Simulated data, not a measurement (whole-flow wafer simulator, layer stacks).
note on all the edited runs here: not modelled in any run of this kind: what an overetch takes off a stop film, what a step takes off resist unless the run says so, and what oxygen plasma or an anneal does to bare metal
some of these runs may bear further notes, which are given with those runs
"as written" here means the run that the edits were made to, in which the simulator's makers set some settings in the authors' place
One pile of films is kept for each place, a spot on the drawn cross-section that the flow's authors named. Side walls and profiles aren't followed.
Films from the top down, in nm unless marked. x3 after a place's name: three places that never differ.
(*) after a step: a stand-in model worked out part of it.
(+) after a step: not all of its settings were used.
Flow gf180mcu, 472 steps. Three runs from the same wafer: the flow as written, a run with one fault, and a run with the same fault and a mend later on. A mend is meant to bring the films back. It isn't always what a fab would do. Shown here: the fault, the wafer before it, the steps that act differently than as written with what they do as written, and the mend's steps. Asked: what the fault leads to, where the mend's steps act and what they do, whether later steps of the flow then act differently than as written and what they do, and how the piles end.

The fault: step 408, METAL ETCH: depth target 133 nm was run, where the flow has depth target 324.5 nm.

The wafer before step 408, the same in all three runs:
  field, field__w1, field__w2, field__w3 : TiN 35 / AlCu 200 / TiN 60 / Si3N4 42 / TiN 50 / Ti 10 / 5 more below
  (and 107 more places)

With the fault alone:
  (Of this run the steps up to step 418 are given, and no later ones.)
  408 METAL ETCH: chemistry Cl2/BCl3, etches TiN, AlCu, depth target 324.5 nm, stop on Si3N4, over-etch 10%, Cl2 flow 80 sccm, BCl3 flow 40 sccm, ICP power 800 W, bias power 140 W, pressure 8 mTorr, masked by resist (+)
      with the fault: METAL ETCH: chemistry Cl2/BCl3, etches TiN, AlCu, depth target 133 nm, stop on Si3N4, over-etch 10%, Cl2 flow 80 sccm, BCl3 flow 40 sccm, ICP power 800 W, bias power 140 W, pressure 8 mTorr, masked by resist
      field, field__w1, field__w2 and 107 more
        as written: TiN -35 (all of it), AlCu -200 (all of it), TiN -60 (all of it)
        with the fault: TiN -35 (all of it), AlCu -98
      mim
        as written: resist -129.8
        with the fault: resist -53.2
  Later steps of the flow that act differently than as written:
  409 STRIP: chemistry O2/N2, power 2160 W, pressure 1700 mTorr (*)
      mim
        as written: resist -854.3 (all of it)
        with the fault: resist -930.9 (all of it)
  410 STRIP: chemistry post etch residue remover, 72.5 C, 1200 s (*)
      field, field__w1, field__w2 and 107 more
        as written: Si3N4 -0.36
        with the fault: AlCu -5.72
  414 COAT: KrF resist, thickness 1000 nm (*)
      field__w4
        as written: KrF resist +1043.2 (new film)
        with the fault: KrF resist +1018.5 (new film)
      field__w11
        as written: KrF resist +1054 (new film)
        with the fault: KrF resist +1022.8 (new film)
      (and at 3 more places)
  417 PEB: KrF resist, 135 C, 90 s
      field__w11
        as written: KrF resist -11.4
        with the fault: KrF resist -10.8
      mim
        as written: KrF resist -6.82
        with the fault: KrF resist -8.76
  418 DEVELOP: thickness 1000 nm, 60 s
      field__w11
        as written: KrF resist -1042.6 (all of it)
        with the fault: KrF resist -1012.1 (all of it)
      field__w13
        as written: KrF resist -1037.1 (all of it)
        with the fault: KrF resist -1009.7 (all of it)
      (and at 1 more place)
  After step 418 the piles differ from the flow's by more than 2% or 0.5 nm, whichever is larger, at field, field__w1, field__w2 and 109 more.
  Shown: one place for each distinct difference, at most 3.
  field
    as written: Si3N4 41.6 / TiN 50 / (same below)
    with the fault: AlCu 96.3 / TiN 60 / Si3N4 42 / TiN 50 / (same below)
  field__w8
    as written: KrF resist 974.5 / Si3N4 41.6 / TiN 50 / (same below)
    with the fault: KrF resist 974.5 / AlCu 96.3 / TiN 60 / Si3N4 42 / TiN 50 / (same below)
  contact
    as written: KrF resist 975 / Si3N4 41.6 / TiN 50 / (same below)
    with the fault: KrF resist 974.7 / AlCu 96.3 / TiN 60 / Si3N4 42 / TiN 50 / (same below)

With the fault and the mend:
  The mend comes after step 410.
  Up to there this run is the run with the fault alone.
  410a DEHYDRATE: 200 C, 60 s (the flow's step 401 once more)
      changes no film at any place that is followed
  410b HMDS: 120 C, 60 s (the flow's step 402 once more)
      changes no film at any place that is followed
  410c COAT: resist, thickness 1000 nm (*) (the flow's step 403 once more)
      field__w8, m1__w1, iso_ptap_pw and 39 more
        resist +1000 (new film)
      field_sub__w1, field_sub__w5, n_well and 7 more
        resist +1000.5 (new film)
      field_sub, field_sub__w2, field_sub__w3 and 6 more
        resist +1000.7 (new film)
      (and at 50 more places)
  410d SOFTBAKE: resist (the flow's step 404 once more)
      field__w5, field__w9, ld_acc_n, nplus_u
        resist -0.1
      field__w2
        resist +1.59
      field__w3
        resist +1.67
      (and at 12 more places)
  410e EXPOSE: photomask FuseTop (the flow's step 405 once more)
      changes no film at any place that is followed
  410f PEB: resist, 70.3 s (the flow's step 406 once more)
      field, field__w1, field__w2 and 100 more
        resist -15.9
      field__w7, field__w13, pplus_u, ppoly_u, npoly_sal, ppoly_sal
        resist -16
      field__w11
        resist -16.1
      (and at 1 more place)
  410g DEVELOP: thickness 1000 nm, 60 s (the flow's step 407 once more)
      field__w8, m1__w1, iso_ptap_pw and 39 more
        resist -984.1 (all of it)
      field_sub__w1, field_sub__w5, n_well and 7 more
        resist -984.6 (all of it)
      field_sub, field_sub__w2, field_sub__w3 and 6 more
        resist -984.8 (all of it)
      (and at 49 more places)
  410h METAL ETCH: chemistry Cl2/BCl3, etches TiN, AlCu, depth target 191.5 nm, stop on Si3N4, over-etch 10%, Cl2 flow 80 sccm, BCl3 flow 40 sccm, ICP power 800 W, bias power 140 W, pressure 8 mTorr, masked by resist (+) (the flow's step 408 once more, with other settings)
      field, field__w1, field__w2 and 107 more
        AlCu -96.3 (all of it), TiN -60 (all of it)
      mim
        resist -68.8
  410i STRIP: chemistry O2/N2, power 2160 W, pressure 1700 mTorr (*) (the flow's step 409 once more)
      mim
        resist -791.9 (all of it)
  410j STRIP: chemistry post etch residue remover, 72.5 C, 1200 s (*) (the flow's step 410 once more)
      field, field__w1, field__w2 and 107 more
        Si3N4 -0.36
      mim
        TiN -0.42
  No later step of the flow acts differently than as written, at any place that is followed, by more than 2% or 0.5 nm, whichever is larger.
  At the end the piles differ from the flow's only slightly at the places that both follow, by at most 2% or 0.5 nm, whichever is larger.
